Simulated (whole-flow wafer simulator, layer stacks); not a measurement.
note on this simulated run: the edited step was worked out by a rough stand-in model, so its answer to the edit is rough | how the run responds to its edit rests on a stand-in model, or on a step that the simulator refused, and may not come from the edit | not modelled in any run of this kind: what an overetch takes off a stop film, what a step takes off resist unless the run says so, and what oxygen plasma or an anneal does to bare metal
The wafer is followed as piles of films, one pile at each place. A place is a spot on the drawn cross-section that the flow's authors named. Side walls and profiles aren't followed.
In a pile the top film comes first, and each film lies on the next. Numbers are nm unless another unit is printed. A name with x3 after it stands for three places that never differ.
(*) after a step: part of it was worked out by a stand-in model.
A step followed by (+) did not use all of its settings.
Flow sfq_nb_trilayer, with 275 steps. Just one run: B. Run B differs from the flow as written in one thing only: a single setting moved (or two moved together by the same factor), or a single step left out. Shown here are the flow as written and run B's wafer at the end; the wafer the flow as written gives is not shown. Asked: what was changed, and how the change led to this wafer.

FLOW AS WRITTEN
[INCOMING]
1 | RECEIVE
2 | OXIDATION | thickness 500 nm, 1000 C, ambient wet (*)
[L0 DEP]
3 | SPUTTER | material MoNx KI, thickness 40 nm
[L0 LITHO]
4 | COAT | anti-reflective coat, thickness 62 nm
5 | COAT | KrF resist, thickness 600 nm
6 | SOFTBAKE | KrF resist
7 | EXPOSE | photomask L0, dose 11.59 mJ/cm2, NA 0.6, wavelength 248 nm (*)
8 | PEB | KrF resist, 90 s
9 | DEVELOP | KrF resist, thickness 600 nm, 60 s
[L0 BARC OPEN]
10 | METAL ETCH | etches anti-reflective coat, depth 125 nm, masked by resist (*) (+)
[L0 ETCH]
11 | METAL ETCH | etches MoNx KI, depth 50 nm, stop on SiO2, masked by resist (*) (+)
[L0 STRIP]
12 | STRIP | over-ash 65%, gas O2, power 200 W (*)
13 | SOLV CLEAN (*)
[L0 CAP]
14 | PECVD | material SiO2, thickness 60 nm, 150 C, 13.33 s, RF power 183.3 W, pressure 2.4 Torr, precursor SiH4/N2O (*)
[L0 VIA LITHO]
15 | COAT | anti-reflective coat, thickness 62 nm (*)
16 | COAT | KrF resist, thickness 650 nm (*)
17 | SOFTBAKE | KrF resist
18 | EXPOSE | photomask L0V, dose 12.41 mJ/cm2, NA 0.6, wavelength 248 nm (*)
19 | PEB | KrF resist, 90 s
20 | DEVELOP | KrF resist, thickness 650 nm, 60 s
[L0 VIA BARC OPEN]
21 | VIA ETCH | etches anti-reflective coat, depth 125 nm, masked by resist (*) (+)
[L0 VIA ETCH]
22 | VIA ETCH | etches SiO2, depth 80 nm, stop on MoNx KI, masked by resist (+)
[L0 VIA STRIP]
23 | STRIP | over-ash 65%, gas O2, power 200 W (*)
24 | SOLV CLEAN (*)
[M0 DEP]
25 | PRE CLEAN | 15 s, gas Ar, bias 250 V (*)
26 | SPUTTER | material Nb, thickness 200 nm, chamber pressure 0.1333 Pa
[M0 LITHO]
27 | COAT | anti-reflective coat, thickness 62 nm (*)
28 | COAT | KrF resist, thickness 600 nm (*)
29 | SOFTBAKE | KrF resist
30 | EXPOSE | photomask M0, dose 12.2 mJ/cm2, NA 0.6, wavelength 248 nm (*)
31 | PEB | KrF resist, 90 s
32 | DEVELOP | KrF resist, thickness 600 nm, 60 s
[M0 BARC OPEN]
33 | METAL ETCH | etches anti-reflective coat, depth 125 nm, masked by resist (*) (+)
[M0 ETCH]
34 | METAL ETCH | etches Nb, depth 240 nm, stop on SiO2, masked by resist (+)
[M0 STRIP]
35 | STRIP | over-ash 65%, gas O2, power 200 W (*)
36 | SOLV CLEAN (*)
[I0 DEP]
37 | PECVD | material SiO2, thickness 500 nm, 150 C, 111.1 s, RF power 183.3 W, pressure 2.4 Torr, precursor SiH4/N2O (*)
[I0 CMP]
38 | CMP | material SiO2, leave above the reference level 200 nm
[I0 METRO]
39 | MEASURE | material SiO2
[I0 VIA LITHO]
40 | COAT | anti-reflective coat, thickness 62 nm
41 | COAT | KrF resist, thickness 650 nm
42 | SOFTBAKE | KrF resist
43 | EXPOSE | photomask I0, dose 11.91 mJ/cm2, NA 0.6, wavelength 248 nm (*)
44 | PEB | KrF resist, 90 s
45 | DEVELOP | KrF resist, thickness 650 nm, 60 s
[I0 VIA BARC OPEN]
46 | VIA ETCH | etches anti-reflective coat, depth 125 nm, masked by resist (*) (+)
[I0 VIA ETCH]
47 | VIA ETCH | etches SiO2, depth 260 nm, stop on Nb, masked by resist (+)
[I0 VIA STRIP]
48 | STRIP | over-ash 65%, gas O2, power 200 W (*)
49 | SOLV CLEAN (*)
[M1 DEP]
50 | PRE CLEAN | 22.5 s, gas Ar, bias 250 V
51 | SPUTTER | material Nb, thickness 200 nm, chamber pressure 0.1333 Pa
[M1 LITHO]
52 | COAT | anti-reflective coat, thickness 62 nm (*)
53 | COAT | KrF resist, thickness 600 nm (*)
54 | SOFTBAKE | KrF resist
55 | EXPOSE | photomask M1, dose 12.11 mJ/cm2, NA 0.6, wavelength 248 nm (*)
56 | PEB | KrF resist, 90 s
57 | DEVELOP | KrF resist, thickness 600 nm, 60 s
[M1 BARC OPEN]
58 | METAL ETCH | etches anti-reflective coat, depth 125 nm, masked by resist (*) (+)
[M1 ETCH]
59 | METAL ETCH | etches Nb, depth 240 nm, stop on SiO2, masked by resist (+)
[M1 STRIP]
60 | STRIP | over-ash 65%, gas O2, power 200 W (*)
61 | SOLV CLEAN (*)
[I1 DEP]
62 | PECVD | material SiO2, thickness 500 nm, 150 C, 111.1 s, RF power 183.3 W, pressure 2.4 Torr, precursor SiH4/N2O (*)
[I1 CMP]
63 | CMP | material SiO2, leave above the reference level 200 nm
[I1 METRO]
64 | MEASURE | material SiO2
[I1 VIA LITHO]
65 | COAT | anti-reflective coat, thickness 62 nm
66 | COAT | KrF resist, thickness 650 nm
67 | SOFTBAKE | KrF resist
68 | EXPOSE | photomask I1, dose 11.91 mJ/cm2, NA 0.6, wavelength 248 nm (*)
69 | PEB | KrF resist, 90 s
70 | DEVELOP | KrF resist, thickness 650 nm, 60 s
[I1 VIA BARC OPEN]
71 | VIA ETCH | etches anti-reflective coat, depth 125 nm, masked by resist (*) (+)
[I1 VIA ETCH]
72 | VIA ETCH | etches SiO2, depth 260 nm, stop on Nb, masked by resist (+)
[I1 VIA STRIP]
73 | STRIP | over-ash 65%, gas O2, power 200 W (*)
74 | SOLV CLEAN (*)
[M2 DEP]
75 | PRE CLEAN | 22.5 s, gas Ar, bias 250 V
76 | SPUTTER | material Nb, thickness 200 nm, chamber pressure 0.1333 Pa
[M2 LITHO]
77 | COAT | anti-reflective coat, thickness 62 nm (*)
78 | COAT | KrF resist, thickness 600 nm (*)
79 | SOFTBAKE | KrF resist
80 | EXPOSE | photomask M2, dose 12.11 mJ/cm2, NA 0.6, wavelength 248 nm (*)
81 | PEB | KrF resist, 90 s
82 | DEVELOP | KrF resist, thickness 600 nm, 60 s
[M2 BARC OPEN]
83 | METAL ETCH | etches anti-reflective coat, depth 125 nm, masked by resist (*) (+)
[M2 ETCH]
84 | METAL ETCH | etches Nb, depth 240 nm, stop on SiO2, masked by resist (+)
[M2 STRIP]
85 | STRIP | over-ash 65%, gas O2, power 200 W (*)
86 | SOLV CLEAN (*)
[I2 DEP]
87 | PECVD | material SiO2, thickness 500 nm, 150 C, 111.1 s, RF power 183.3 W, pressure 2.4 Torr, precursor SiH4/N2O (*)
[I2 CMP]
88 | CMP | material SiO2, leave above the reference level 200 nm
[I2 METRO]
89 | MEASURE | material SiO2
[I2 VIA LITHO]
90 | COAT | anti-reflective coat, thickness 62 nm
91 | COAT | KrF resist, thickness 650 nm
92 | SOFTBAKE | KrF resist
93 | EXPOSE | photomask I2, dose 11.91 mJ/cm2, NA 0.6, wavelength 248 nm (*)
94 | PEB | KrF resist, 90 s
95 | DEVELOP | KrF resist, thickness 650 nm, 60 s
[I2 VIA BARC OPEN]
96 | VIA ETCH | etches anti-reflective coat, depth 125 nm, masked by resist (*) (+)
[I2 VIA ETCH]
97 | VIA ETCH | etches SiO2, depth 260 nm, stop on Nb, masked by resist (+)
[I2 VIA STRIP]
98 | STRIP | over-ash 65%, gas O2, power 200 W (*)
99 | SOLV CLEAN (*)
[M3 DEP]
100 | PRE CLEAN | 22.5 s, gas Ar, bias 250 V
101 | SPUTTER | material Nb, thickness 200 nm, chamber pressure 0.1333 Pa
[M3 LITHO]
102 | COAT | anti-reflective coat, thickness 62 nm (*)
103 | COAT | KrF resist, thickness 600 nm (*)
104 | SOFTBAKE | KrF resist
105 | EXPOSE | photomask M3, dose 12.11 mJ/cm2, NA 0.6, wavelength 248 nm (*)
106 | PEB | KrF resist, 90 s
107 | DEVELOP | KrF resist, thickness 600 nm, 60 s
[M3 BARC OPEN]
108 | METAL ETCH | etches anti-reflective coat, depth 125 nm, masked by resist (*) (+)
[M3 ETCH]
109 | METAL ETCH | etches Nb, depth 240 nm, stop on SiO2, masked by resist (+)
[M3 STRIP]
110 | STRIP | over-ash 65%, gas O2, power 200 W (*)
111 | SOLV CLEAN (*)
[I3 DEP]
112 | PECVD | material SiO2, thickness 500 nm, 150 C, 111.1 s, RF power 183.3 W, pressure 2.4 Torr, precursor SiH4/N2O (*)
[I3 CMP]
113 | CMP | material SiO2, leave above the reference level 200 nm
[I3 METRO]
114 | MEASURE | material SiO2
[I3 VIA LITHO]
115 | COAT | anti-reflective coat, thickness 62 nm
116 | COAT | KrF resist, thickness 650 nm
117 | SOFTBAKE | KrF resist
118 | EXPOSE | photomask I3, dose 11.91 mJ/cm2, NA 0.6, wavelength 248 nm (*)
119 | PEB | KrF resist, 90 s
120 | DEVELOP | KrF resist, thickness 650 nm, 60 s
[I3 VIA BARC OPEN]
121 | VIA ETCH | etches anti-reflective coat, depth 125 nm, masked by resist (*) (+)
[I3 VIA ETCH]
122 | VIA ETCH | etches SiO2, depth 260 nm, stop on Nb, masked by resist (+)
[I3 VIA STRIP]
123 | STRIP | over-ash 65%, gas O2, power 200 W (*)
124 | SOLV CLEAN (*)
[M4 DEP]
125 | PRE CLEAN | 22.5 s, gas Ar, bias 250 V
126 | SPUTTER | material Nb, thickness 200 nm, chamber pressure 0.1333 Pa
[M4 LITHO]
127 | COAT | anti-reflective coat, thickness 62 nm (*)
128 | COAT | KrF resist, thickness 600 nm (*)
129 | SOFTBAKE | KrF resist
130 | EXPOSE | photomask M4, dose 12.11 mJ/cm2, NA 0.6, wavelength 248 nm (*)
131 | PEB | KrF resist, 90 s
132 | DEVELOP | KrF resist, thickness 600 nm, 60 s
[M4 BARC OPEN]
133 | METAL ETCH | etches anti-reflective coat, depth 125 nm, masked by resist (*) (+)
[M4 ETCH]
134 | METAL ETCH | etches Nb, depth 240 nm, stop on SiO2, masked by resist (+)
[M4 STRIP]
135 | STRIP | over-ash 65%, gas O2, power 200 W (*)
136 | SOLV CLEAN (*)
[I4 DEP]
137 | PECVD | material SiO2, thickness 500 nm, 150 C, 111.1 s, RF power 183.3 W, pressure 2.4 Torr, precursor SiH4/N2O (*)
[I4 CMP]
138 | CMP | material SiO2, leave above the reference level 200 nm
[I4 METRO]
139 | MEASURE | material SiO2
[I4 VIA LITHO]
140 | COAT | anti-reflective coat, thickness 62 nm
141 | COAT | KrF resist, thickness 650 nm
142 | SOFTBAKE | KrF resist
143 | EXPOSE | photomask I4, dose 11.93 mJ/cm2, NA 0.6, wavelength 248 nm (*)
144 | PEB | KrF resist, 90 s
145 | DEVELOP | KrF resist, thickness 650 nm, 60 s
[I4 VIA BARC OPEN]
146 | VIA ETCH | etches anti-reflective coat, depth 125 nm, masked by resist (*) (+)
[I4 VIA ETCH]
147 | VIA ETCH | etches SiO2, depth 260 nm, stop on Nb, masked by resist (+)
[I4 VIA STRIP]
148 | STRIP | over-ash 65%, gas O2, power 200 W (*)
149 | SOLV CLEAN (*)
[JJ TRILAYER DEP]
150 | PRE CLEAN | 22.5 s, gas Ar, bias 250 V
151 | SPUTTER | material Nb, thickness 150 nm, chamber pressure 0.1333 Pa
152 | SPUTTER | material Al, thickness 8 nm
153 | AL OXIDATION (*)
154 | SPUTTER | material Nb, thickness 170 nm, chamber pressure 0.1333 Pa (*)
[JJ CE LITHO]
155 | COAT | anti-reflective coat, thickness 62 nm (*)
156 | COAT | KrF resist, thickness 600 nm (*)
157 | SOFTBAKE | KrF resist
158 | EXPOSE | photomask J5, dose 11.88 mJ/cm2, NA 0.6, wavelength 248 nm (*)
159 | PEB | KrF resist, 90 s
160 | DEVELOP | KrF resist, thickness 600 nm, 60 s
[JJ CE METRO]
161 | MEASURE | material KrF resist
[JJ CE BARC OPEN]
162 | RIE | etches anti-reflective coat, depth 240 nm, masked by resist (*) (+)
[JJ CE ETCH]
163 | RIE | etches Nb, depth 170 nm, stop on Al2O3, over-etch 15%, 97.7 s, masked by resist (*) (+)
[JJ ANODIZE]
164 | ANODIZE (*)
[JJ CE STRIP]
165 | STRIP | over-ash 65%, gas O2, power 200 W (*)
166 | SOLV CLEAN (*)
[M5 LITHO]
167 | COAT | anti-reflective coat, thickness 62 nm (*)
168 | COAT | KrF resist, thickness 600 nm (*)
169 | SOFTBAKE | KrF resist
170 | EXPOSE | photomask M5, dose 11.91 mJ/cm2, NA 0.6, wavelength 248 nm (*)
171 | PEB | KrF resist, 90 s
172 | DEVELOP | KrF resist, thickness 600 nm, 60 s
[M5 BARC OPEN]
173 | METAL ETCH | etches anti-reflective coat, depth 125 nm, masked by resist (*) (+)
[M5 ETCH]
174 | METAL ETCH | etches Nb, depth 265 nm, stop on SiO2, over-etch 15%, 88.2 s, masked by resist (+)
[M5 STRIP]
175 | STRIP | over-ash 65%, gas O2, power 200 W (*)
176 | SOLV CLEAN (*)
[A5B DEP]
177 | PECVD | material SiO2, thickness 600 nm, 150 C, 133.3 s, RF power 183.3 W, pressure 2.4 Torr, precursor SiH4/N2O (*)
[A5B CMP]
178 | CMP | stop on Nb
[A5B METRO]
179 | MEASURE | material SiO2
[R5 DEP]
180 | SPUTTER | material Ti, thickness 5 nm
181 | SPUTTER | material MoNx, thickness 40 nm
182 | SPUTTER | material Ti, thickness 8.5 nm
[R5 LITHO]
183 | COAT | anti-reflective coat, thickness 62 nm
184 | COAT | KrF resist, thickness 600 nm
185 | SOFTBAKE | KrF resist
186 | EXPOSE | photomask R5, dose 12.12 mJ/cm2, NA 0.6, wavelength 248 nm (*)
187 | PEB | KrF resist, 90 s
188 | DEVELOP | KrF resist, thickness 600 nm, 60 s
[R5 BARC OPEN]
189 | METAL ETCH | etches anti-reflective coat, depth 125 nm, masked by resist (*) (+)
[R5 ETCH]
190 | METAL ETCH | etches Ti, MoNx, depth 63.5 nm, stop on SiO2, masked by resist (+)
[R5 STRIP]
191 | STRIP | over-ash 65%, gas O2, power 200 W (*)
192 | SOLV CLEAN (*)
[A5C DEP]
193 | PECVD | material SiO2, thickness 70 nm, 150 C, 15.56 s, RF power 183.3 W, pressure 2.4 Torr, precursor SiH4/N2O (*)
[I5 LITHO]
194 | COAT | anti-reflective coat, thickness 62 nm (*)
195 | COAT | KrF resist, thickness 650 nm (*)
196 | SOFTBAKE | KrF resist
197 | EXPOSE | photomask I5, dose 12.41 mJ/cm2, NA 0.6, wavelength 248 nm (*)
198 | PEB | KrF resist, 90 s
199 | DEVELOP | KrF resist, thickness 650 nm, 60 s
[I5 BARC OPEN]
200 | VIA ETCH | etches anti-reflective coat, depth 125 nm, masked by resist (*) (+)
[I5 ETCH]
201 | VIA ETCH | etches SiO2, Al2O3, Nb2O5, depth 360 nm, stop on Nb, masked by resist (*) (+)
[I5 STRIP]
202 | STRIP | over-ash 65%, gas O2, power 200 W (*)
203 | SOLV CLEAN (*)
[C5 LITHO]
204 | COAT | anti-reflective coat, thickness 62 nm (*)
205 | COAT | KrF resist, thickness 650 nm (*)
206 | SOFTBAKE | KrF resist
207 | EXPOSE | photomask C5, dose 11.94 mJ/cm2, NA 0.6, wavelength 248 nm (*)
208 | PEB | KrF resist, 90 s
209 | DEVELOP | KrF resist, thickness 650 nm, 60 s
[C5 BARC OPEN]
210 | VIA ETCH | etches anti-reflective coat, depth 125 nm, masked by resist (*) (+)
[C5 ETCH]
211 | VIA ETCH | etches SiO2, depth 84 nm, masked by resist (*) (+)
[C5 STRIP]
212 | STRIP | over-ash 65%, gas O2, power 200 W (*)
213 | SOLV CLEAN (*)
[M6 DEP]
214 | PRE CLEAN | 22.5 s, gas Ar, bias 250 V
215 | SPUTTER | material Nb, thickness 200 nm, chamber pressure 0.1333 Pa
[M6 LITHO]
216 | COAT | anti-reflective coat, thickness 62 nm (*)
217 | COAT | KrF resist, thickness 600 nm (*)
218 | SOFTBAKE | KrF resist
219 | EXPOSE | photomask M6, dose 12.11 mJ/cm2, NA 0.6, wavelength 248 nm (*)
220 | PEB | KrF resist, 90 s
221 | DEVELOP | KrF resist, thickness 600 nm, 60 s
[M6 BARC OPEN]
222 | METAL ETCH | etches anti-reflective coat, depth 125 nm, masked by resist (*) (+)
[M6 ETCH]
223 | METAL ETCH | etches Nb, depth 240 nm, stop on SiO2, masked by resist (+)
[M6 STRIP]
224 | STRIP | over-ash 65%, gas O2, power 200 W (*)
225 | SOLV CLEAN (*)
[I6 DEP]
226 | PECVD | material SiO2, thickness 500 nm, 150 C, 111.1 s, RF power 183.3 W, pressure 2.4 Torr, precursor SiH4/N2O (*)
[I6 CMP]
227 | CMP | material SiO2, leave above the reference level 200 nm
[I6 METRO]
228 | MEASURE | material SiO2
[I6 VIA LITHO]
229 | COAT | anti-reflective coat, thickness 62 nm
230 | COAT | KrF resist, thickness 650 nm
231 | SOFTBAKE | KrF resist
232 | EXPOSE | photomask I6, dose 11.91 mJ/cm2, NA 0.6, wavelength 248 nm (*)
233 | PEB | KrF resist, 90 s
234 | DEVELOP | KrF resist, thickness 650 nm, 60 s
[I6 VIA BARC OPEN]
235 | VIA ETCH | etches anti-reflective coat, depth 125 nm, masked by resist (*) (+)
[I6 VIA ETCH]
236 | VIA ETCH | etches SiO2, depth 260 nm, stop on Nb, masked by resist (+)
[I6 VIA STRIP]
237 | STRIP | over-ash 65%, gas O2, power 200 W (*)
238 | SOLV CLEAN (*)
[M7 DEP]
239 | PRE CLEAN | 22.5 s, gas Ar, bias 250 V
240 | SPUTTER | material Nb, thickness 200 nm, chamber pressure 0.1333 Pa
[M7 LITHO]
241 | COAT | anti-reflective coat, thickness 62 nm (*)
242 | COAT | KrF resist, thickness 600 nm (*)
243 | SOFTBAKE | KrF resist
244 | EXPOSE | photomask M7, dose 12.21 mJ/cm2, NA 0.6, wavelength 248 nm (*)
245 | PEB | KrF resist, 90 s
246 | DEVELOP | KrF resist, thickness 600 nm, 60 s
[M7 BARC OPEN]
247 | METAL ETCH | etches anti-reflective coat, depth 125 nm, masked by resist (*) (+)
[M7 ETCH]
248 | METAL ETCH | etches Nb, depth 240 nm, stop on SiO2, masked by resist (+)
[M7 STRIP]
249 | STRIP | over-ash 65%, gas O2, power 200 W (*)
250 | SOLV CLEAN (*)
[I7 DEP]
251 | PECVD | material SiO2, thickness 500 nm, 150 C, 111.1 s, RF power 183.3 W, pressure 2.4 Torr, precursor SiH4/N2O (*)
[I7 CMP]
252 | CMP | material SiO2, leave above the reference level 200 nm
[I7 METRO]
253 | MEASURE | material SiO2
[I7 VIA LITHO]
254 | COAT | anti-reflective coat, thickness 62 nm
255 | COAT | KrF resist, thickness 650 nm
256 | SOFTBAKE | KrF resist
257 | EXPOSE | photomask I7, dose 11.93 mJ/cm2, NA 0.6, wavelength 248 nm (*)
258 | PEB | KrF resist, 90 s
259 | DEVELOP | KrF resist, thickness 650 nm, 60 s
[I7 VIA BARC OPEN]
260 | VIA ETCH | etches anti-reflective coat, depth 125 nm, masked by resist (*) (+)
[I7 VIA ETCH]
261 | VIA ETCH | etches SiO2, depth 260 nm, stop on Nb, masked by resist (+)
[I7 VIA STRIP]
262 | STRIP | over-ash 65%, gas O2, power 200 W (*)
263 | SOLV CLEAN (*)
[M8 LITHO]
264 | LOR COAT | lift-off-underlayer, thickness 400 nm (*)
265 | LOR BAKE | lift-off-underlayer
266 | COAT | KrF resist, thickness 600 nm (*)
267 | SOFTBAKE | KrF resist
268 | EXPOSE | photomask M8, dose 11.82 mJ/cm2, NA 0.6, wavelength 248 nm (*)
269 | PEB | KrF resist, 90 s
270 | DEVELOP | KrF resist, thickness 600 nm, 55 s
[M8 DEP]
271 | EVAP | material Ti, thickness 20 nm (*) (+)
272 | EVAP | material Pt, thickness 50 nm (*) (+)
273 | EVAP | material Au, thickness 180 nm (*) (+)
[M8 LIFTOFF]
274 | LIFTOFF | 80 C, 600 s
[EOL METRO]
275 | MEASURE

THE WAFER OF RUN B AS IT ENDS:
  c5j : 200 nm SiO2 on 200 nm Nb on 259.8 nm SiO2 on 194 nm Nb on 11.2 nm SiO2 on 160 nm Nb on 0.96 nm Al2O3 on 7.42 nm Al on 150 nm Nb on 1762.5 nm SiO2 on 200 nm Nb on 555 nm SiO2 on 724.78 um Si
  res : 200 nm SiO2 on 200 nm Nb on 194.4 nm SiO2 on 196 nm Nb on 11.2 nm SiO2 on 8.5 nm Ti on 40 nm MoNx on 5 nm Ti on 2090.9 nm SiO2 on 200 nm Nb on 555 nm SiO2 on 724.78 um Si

Cause: step 211, VIA ETCH: depth 51.2 nm was run, whereas the flow has depth 84 nm.

The path from the change to this, step by step:
  211 | VIA ETCH | etches SiO2, depth 84 nm, masked by resist (*) (+)
      c5j: -51.2 SiO2 (it would be, as written: -69.9 SiO2 (all of it), -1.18 Nb)
      res: -51.2 SiO2 (it would be, as written: -69.9 SiO2 (all of it))
      (as well as at 104 more places)
  214 | PRE CLEAN | 22.5 s, gas Ar, bias 250 V
      c5j: -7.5 SiO2 (it would be, as written: -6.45 Nb)
      res: -7.5 SiO2 (it would be, as written: -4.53 Ti)
  215 | SPUTTER | material Nb, thickness 200 nm, chamber pressure 0.1333 Pa
      c5j: +194 Nb (new film) (it would be, as written: +188.4 Nb)
  216 | COAT | anti-reflective coat, thickness 62 nm (*)
      ce_l: +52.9 anti-reflective coat (new film) (it would be, as written: +48 anti-reflective coat (new film))
      c5j: +97.4 anti-reflective coat (new film) (it would be, as written: +110.7 anti-reflective coat (new film))
      (as well as at 4 more places)
  224 | STRIP | over-ash 65%, gas O2, power 200 W (*)
      ce_l: -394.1 KrF resist (all of it), -52.9 anti-reflective coat (all of it) (it would be, as written: -397.1 KrF resist (all of it), -48 anti-reflective coat (all of it))
      c5j: -409.5 KrF resist (all of it), -97.4 anti-reflective coat (all of it) (it would be, as written: -418.3 KrF resist (all of it), -110.7 anti-reflective coat (all of it))
      (as well as at 4 more places)
  226 | PECVD | material SiO2, thickness 500 nm, 150 C, 111.1 s, RF power 183.3 W, pressure 2.4 Torr, precursor SiH4/N2O (*)
      c5j: +500 SiO2 (new film) (it would be, as written: +514.7 SiO2 (new film))
  227 | CMP | material SiO2, leave above the reference level 200 nm
      c5j: -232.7 SiO2 (it would be, as written: -223 SiO2)
      res: -298.1 SiO2 (it would be, as written: -279.4 SiO2)
Taking metal films that touch as one body, c5j has 5 bodies (between them, from the top down: SiO2 259.8; SiO2 11.2; Al2O3 0.96; SiO2 1762.5); the flow as written gives 4 bodies (between them, from the top down: SiO2 284.2; Al2O3 0.96; SiO2 1762.5).
Taking metal films that touch as one body, res has 4 bodies (between them, from the top down: SiO2 194.4; SiO2 11.2; SiO2 2090.9); the flow as written gives 3 bodies (between them, from the top down: SiO2 213.1; SiO2 2090.9).
